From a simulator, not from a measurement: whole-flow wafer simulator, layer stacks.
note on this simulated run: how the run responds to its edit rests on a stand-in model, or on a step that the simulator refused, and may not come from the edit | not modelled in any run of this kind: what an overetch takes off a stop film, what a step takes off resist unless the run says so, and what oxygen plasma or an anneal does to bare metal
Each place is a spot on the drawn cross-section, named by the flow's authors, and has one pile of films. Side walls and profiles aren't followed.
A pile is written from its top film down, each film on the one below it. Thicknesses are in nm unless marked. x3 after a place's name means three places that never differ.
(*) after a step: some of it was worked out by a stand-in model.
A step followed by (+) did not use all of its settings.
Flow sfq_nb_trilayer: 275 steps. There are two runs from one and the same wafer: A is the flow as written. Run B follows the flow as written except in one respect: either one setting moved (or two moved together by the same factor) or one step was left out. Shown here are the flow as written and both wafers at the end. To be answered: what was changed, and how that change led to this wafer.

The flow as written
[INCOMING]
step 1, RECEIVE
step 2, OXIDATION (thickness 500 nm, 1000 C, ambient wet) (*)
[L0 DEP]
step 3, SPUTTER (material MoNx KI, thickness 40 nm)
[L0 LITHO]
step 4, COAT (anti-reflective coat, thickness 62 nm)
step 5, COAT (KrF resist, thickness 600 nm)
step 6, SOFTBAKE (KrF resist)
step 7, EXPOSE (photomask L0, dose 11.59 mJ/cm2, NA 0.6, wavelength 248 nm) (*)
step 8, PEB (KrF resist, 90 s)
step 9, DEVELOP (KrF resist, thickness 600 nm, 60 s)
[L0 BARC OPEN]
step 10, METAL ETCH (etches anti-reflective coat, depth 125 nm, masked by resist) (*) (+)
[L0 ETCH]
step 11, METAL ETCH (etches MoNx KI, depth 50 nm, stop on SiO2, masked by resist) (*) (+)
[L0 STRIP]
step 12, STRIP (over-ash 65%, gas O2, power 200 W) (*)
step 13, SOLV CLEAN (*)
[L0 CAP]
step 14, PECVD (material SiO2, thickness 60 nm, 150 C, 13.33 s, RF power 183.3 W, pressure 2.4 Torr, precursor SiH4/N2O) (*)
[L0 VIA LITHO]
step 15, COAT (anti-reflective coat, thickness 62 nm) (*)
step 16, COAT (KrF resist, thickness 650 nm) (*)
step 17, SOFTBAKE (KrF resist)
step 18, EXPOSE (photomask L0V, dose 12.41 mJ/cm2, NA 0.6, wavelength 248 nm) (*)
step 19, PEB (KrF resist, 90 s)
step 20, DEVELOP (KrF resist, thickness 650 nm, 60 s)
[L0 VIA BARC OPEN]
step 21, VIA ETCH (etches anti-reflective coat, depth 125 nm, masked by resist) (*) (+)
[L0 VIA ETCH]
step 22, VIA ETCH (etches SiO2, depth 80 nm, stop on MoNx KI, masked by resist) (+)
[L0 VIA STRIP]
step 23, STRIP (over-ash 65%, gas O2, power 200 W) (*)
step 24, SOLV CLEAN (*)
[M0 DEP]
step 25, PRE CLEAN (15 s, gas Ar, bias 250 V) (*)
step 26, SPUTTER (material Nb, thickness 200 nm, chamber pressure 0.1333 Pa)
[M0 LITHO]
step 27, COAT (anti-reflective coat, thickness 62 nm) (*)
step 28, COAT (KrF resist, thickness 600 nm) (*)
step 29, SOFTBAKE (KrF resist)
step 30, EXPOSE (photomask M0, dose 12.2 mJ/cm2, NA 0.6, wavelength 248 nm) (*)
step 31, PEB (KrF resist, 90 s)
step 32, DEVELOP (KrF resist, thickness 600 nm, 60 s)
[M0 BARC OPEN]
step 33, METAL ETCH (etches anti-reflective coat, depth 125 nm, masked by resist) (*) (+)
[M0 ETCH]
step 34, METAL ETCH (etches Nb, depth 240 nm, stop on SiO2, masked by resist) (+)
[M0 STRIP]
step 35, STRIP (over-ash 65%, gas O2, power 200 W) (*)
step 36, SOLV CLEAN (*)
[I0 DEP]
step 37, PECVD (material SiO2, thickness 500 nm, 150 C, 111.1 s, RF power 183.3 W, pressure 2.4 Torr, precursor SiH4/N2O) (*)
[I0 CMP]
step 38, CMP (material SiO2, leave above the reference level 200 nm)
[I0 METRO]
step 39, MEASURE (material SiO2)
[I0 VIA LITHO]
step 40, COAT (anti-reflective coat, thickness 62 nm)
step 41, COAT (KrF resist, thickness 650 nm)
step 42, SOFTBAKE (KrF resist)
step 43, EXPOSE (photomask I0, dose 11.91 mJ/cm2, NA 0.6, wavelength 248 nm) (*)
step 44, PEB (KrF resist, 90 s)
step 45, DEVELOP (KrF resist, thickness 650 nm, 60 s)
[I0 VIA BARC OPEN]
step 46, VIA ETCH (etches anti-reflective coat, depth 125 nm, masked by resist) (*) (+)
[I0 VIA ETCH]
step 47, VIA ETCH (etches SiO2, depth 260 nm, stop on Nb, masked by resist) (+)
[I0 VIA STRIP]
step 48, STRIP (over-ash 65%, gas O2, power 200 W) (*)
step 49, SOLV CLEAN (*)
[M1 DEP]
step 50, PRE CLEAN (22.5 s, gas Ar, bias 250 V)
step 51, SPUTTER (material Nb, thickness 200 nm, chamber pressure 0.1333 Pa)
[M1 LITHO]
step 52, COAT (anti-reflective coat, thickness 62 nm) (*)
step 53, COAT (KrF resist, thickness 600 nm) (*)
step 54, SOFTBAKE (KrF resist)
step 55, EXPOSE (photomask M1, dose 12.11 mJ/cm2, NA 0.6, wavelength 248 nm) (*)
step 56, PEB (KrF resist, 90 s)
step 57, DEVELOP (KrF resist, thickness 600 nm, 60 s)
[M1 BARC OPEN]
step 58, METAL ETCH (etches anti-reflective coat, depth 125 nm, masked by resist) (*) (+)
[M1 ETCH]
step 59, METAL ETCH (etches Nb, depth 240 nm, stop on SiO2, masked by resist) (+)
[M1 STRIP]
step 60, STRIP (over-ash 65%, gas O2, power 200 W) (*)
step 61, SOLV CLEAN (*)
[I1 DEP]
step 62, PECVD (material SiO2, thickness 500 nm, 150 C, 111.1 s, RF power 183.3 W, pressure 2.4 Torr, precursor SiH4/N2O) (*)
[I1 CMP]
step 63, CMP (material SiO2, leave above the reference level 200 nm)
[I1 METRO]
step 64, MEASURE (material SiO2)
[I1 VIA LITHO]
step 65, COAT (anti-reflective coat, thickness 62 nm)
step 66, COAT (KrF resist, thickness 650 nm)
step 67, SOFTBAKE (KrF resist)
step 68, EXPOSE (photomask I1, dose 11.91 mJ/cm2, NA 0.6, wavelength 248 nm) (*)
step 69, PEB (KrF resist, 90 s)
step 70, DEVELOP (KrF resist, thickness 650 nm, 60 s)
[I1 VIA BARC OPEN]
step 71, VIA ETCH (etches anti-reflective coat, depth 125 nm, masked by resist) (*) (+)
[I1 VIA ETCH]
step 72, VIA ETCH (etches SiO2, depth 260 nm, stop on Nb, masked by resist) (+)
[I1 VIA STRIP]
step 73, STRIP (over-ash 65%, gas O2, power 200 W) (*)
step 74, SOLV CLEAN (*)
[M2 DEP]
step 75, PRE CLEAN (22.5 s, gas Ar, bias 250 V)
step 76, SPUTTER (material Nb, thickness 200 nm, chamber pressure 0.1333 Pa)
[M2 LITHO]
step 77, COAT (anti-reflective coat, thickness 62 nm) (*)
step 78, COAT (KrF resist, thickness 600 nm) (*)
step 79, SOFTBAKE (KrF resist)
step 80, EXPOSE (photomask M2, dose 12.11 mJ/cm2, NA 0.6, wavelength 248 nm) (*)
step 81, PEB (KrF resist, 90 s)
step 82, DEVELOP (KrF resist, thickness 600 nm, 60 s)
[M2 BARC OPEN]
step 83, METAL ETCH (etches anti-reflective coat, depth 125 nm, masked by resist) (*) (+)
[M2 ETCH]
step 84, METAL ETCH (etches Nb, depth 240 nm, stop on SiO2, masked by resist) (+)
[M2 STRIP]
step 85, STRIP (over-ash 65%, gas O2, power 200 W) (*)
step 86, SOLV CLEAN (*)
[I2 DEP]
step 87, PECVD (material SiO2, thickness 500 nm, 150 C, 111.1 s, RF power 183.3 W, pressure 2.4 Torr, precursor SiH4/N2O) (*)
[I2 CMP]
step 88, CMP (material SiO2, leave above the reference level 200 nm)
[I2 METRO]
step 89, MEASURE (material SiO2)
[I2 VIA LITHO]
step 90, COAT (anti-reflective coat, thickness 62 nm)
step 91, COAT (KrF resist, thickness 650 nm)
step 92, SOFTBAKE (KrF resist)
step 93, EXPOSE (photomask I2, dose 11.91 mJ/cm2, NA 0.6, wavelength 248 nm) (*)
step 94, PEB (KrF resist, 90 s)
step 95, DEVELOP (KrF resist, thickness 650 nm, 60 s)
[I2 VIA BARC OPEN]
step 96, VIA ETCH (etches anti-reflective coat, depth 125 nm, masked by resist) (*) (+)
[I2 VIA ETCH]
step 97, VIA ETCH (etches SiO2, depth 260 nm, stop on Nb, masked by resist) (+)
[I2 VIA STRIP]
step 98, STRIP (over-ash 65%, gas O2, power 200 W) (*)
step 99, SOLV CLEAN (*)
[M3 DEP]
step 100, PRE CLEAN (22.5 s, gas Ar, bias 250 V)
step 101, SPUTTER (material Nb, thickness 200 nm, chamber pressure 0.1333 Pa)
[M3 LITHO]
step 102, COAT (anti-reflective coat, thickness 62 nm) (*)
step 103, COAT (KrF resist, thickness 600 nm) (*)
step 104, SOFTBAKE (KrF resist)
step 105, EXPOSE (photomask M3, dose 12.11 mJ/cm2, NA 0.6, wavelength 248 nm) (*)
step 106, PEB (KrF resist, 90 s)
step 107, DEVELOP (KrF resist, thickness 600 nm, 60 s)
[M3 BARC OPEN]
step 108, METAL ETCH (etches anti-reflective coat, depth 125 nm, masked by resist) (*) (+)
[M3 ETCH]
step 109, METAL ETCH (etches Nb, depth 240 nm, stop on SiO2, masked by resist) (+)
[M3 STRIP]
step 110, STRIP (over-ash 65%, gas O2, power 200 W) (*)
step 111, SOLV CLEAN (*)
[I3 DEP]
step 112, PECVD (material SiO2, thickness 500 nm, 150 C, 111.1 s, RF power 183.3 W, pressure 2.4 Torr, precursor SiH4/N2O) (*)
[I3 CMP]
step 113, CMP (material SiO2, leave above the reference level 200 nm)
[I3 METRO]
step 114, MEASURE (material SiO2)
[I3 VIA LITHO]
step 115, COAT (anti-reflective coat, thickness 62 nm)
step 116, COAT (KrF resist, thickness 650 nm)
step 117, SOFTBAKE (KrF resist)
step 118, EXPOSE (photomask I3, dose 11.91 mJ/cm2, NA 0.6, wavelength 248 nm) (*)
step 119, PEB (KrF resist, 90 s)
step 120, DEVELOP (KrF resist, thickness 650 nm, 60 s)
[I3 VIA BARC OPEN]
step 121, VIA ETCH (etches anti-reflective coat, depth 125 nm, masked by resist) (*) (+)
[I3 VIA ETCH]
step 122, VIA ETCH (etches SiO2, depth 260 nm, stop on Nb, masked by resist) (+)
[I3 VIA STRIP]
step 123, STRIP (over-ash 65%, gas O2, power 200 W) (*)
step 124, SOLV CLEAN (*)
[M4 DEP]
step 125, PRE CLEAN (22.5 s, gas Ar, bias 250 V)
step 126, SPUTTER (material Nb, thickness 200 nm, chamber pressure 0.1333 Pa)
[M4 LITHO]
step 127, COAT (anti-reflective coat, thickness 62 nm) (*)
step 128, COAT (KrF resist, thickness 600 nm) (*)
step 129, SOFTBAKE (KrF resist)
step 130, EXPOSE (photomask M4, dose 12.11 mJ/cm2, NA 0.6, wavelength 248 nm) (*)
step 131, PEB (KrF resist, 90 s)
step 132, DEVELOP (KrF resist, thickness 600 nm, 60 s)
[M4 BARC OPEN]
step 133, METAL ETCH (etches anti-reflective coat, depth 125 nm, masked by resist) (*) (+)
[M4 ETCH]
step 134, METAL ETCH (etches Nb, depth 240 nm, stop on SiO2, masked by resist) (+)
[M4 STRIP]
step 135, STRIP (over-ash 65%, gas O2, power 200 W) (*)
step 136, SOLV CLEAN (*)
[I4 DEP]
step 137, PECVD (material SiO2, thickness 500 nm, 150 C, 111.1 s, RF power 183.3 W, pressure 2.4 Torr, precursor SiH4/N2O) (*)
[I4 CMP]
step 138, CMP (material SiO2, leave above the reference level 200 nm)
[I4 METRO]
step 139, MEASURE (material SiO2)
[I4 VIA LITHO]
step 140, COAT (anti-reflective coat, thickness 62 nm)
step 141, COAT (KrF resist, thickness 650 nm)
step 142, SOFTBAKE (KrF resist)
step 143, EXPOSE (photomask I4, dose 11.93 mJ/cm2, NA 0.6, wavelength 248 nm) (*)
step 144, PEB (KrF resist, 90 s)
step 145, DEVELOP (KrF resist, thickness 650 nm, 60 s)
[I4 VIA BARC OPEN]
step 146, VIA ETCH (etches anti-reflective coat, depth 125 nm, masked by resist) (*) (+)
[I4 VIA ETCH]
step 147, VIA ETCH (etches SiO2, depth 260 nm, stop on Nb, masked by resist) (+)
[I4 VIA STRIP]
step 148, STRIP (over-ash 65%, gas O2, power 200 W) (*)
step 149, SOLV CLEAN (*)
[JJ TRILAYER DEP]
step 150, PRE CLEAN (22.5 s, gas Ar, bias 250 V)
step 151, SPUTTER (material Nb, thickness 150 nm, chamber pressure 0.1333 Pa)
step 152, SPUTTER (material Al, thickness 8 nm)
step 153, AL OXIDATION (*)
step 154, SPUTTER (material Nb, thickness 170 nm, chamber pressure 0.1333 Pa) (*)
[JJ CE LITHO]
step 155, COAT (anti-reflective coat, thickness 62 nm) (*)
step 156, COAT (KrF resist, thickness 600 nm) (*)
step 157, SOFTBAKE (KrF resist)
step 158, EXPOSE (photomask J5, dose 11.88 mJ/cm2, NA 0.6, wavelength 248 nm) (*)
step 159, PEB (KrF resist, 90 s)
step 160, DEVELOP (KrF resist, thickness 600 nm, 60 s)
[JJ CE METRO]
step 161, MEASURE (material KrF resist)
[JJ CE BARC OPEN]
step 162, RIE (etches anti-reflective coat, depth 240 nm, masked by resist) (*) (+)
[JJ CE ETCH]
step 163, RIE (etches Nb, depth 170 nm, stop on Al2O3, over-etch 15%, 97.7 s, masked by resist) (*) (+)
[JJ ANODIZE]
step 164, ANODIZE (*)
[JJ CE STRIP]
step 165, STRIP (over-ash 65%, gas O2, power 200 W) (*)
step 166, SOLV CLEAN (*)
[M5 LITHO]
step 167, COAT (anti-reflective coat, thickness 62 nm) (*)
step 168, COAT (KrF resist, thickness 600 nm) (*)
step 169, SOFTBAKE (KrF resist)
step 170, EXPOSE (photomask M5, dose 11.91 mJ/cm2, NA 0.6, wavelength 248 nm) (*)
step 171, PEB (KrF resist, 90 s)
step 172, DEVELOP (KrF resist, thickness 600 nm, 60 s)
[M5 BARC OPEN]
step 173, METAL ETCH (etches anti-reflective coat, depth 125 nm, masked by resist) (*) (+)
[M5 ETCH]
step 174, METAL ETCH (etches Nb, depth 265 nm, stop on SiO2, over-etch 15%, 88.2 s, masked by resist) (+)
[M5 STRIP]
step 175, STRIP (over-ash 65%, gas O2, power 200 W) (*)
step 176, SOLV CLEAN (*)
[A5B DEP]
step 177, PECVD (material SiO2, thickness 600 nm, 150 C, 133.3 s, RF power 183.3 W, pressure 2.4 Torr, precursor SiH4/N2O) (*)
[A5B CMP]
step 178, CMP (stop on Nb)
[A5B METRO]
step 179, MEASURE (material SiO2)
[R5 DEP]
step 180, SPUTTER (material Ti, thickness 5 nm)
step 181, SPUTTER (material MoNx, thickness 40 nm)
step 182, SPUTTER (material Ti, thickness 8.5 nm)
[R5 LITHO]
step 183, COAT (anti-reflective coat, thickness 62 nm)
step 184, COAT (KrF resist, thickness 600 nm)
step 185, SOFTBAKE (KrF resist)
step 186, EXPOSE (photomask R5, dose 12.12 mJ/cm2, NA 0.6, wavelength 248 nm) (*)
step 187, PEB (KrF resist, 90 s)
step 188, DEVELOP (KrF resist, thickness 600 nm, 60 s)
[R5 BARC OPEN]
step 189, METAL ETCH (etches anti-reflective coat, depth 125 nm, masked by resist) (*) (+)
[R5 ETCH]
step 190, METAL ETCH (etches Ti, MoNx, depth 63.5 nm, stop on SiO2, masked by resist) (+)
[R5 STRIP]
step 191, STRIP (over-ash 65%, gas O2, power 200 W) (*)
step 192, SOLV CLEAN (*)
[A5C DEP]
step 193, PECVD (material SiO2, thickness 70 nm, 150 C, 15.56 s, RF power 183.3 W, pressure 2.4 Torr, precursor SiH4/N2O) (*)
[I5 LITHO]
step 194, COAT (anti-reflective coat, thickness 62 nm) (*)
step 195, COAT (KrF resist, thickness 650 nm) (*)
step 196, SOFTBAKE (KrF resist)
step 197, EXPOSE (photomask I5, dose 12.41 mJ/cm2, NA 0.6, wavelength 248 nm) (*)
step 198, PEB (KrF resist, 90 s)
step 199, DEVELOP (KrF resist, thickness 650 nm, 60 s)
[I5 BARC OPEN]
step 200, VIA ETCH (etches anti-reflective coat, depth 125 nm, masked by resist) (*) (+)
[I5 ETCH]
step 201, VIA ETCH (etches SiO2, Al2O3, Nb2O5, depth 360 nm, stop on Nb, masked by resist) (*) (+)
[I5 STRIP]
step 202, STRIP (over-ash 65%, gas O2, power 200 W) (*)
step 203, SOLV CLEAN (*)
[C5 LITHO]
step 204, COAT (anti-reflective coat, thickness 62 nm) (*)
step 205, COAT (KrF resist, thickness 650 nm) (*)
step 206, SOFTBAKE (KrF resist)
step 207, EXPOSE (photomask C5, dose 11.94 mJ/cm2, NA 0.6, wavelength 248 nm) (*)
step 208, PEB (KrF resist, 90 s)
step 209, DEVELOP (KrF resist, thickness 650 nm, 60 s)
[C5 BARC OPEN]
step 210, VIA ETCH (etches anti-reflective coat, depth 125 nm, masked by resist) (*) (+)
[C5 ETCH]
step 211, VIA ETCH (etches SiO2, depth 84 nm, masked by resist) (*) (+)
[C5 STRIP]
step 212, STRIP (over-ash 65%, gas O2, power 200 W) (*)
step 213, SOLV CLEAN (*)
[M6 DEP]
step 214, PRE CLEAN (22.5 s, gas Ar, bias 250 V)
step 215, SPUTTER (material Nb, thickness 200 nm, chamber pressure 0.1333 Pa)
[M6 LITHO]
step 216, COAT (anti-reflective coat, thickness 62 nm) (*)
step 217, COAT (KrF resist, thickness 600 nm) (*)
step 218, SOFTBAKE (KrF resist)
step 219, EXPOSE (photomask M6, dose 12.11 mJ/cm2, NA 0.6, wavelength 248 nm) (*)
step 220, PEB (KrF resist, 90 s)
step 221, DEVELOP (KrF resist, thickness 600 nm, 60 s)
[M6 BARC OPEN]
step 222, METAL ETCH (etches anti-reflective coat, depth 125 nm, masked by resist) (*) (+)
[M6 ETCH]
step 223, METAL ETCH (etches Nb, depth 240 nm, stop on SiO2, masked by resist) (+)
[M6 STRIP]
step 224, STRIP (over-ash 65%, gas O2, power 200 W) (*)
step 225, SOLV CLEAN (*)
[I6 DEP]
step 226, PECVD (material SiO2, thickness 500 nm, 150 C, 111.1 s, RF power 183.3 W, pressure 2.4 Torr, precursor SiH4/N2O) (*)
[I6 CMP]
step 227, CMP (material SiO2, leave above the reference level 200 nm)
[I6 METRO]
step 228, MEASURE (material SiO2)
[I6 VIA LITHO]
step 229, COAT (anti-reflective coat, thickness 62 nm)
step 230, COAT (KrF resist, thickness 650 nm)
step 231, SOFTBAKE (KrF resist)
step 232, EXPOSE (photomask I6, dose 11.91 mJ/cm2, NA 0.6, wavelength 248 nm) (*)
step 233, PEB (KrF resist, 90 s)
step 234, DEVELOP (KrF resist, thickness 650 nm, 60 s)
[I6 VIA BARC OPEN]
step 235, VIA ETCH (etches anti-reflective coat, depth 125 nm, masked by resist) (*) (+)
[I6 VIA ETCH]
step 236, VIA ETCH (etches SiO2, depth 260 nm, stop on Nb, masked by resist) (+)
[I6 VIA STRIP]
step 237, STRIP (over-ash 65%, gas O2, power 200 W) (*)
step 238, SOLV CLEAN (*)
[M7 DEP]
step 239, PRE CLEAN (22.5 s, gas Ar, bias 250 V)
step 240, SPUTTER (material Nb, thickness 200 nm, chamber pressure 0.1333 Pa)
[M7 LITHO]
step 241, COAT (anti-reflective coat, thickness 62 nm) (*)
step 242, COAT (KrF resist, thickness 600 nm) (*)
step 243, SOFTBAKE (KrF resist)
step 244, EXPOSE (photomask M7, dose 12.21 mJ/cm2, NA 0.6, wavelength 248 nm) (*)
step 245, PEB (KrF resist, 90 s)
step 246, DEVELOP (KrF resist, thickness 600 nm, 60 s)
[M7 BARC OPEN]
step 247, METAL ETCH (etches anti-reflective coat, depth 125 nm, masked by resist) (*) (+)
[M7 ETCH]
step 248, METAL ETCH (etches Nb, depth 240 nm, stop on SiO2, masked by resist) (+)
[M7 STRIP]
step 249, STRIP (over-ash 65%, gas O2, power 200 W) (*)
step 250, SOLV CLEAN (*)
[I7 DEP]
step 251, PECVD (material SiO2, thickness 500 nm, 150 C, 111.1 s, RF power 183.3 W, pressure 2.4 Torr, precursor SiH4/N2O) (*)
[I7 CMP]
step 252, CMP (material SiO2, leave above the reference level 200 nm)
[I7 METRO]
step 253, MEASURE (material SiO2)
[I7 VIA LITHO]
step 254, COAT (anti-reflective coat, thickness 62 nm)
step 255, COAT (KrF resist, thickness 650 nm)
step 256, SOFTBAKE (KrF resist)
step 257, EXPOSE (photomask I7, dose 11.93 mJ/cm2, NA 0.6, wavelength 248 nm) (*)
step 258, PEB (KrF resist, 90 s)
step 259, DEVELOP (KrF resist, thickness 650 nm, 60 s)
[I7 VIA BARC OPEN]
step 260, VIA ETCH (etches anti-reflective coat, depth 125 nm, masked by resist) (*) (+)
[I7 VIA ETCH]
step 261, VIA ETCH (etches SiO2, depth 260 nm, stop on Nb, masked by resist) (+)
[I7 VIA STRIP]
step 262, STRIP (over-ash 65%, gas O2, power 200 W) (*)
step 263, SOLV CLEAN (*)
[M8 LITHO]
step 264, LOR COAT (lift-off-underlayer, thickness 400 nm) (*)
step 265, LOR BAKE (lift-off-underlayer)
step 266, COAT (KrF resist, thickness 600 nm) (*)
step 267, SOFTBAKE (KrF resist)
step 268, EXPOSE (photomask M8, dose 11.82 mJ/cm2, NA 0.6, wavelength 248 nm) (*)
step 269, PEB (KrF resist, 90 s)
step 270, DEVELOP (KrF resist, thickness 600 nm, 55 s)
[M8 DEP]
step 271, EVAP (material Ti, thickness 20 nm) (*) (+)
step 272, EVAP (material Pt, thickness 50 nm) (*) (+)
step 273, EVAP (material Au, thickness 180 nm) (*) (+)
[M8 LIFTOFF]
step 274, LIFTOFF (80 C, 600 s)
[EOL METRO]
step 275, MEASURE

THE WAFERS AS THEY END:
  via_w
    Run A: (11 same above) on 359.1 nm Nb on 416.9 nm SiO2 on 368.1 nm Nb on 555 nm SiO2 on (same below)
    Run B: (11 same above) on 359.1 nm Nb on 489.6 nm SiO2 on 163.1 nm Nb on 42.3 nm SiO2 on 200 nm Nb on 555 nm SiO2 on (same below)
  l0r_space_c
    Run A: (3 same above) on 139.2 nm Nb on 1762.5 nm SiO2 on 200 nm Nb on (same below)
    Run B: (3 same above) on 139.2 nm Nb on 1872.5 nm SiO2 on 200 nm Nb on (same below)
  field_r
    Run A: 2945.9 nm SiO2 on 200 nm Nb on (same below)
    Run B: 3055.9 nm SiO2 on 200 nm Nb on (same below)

The reason: step 38, CMP: leave above the reference level 310 nm was run, though the flow has leave above the reference level 200 nm.

The path from the change to this, step by step:
  step 38, CMP (material SiO2, leave above the reference level 200 nm)
      v_sur, via_wl, via_w and 94 more: A SiO2 loses 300 | B SiO2 loses 190
      field_l, l0_sur, l0r_line_l, l0r_line_c, l0r_line_r: A SiO2 loses 340 | B SiO2 loses 230
      (as well as at 4 more places)
  step 47, VIA ETCH (etches SiO2, depth 260 nm, stop on Nb, masked by resist) (+)
      via_w: A SiO2 loses 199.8 (all of it) | B SiO2 loses 260
  step 50, PRE CLEAN (22.5 s, gas Ar, bias 250 V)
      via_w: A Nb loses 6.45 | B SiO2 loses 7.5
  step 51, SPUTTER (material Nb, thickness 200 nm, chamber pressure 0.1333 Pa)
      via_w: A Nb gains 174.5 | B Nb gains 163.1 (new film)
  step 52, COAT (anti-reflective coat, thickness 62 nm) (*)
      via_w: A anti-reflective coat gains 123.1 (new film) | B anti-reflective coat gains 136.1 (new film)
      via_wr: A anti-reflective coat gains 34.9 (new film) | B anti-reflective coat gains 33.2 (new film)
  step 53, COAT (KrF resist, thickness 600 nm) (*)
      via_w: A KrF resist gains 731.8 (new film) | B KrF resist gains 781.6 (new film)
  step 60, STRIP (over-ash 65%, gas O2, power 200 W) (*)
      via_w: A KrF resist loses 513.8 (all of it), anti-reflective coat loses 123.1 (all of it) | B KrF resist loses 563.6 (all of it), anti-reflective coat loses 136.1 (all of it)
      via_wr: A KrF resist loses 384.4 (all of it), anti-reflective coat loses 34.9 (all of it) | B KrF resist loses 378.6 (all of it), anti-reflective coat loses 33.2 (all of it)
  step 62, PECVD (material SiO2, thickness 500 nm, 150 C, 111.1 s, RF power 183.3 W, pressure 2.4 Torr, precursor SiH4/N2O) (*)
      via_w: A SiO2 gains 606 (new film) | B SiO2 gains 678.7 (new film)
With metal films that touch counted as one body, via_w has 6 bodies (between them, from the top down: SiO2 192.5; SiO2 427.3 / Al2O3 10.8 / Nb2O5 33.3; SiO2 425.9; SiO2 489.6; SiO2 42.3); the flow as written gives 5 bodies (between them, from the top down: SiO2 192.5; SiO2 427.3 / Al2O3 10.8 / Nb2O5 33.3; SiO2 425.9; SiO2 416.9).
